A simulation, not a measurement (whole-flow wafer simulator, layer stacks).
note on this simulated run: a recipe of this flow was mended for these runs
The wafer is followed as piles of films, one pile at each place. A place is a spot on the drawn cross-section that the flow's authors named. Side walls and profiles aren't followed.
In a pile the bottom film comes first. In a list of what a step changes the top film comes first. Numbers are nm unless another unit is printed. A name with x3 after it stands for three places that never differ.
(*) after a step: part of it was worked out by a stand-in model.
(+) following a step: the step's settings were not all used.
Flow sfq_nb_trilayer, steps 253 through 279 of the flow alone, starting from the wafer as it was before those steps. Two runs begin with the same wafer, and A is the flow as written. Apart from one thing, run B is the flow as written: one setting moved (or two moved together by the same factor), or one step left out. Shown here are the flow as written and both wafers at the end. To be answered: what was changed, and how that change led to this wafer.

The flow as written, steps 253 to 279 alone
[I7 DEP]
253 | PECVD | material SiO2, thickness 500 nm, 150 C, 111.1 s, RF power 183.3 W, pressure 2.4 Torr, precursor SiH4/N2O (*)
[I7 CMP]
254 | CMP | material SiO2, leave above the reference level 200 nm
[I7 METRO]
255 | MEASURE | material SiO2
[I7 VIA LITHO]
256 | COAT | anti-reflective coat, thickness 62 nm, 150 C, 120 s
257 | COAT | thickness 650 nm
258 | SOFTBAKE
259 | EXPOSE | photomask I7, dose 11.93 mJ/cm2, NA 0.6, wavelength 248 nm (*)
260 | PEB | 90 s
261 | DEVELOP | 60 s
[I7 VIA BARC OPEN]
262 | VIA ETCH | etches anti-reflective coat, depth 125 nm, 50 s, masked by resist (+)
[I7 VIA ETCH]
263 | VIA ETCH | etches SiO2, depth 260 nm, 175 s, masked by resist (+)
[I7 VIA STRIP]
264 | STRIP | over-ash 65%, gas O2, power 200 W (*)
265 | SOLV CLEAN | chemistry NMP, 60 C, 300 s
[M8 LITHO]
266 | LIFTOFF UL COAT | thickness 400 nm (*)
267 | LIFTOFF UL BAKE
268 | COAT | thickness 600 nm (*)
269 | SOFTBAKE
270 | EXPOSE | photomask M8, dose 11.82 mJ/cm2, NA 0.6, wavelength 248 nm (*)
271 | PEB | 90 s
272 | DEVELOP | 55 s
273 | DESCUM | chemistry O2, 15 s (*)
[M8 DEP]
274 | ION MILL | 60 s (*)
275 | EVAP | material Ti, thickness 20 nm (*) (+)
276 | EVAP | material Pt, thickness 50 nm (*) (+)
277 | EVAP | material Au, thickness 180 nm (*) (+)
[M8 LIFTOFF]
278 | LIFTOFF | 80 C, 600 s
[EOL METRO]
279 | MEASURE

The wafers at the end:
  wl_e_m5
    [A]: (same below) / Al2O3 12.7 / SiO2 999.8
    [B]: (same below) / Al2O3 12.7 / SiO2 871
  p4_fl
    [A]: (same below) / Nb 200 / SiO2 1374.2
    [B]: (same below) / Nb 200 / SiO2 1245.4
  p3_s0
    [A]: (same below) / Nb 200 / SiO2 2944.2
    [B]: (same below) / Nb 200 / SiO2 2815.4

Cause: step 253, PECVD: 61.11 s was run, though the flow has 111.1 s.

The path from the change to this, step by step:
  253 | PECVD | material SiO2, thickness 500 nm, 150 C, 111.1 s, RF power 183.3 W, pressure 2.4 Torr, precursor SiH4/N2O (*)
      field_l, p4_fl, p4_fm and 56 more: A SiO2 gains 500 | B SiO2 gains 275.2
      v_sur, via_wl, via_w and 37 more: A SiO2 gains 500 (new film) | B SiO2 gains 275.2 (new film)
      (and at 7 other places as well)
  254 | CMP | material SiO2, leave above the reference level 200 nm
      field_l, p4_fl, p4_fm and 56 more: A SiO2 loses 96 | B nothing
      field_r, lsp_l: A SiO2 loses 73.2 | B nothing
      (and at 45 other places as well)
  256 | COAT | anti-reflective coat, thickness 62 nm, 150 C, 120 s
      wl_j_sl, wl_jj, wl_j_sr, wl_a_sl, wl_g_sr: A anti-reflective coat gains 62 (new film) | B anti-reflective coat gains 58.9 (new film)
      p3_s3, p3_l4, p3_s4, m8r_gap_c: A anti-reflective coat gains 62 (new film) | B anti-reflective coat gains 63.4 (new film)
      (and at 88 other places as well)
  257 | COAT | thickness 650 nm
      wl_a_sr, wl_g_m5: A KrF-resist-other-grade gains 650 (new film) | B KrF-resist-other-grade gains 636.6 (new film)
      wl_d_m1, wl_d_sr: A KrF-resist-other-grade gains 650 (new film) | B KrF-resist-other-grade gains 673.2 (new film)
      (and at 65 other places as well)
  261 | DEVELOP | 60 s
      via_wl: A KrF-resist-other-grade loses 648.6 (all of it) | B KrF-resist-other-grade loses 608.5 (all of it)
      via_w: A KrF-resist-other-grade loses 648.6 (all of it) | B KrF-resist-other-grade loses 604 (all of it)
      (and at 1 other place as well)
  262 | VIA ETCH | etches anti-reflective coat, depth 125 nm, 50 s, masked by resist (+)
      via_wl: A anti-reflective coat loses 62 (all of it), SiO2 loses 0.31 | B anti-reflective coat loses 58.1 (all of it), SiO2 loses 0.33
      via_w: A anti-reflective coat loses 62 (all of it), SiO2 loses 0.31 | B anti-reflective coat loses 69.5 (all of it), SiO2 loses 0.28
      (and at 1 other place as well)
  264 | STRIP | over-ash 65%, gas O2, power 200 W (*)
      p3_s3, p3_s4: A KrF-resist-other-grade loses 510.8 (all of it), anti-reflective coat loses 62 (all of it) | B KrF-resist-other-grade loses 515.3 (all of it), anti-reflective coat loses 63.4 (all of it)
      wl_j_sl, wl_jj: A KrF-resist-other-grade loses 510.8 (all of it), anti-reflective coat loses 62 (all of it) | B KrF-resist-other-grade loses 498.5 (all of it), anti-reflective coat loses 58.9 (all of it)
      (and at 93 other places as well)
  266 | LIFTOFF UL COAT | thickness 400 nm (*)
      c5j, ce_r: A lift-off-underlayer gains 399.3 (new film) | B lift-off-underlayer gains 378.5 (new film)
      wl_d_m1, wl_d_sr: A lift-off-underlayer gains 400 (new film) | B lift-off-underlayer gains 420.7 (new film)
      (and at 85 other places as well)
  268 | COAT | thickness 600 nm (*)
      c5j, ce_r: A KrF-resist-other-grade gains 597 (new film) | B KrF-resist-other-grade gains 582.2 (new film)
      wl_d_m1, wl_d_sr: A KrF-resist-other-grade gains 600 (new film) | B KrF-resist-other-grade gains 621.4 (new film)
      (and at 39 other places as well)
  272 | DEVELOP | 55 s
      field_l: A KrF-resist-other-grade loses 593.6 (all of it), lift-off-underlayer loses 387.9 (all of it) | B KrF-resist-other-grade loses 607.4 (all of it), lift-off-underlayer loses 433.1 (all of it)
      v_sur: A KrF-resist-other-grade loses 607.6 (all of it), lift-off-underlayer loses 368.7 (all of it) | B KrF-resist-other-grade loses 592.6 (all of it), lift-off-underlayer loses 322.3 (all of it)
      (and at 9 other places as well)
  278 | LIFTOFF | 80 C, 600 s
      c5j, ce_r: A Au loses 180 (all of it), Pt loses 50 (all of it), Ti loses 20 (all of it), KrF-resist-other-grade loses 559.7 (all of it), lift-off-underlayer loses 399.3 (all of it) | B Au loses 180 (all of it), Pt loses 50 (all of it), Ti loses 20 (all of it), KrF-resist-other-grade loses 544.9 (all of it), lift-off-underlayer loses 378.5 (all of it)
      wl_d_m1, wl_d_sr: A Au loses 180 (all of it), Pt loses 50 (all of it), Ti loses 20 (all of it), KrF-resist-other-grade loses 562.7 (all of it), lift-off-underlayer loses 400 (all of it) | B Au loses 180 (all of it), Pt loses 50 (all of it), Ti loses 20 (all of it), KrF-resist-other-grade loses 584 (all of it), lift-off-underlayer loses 420.7 (all of it)
      (and at 74 other places as well)
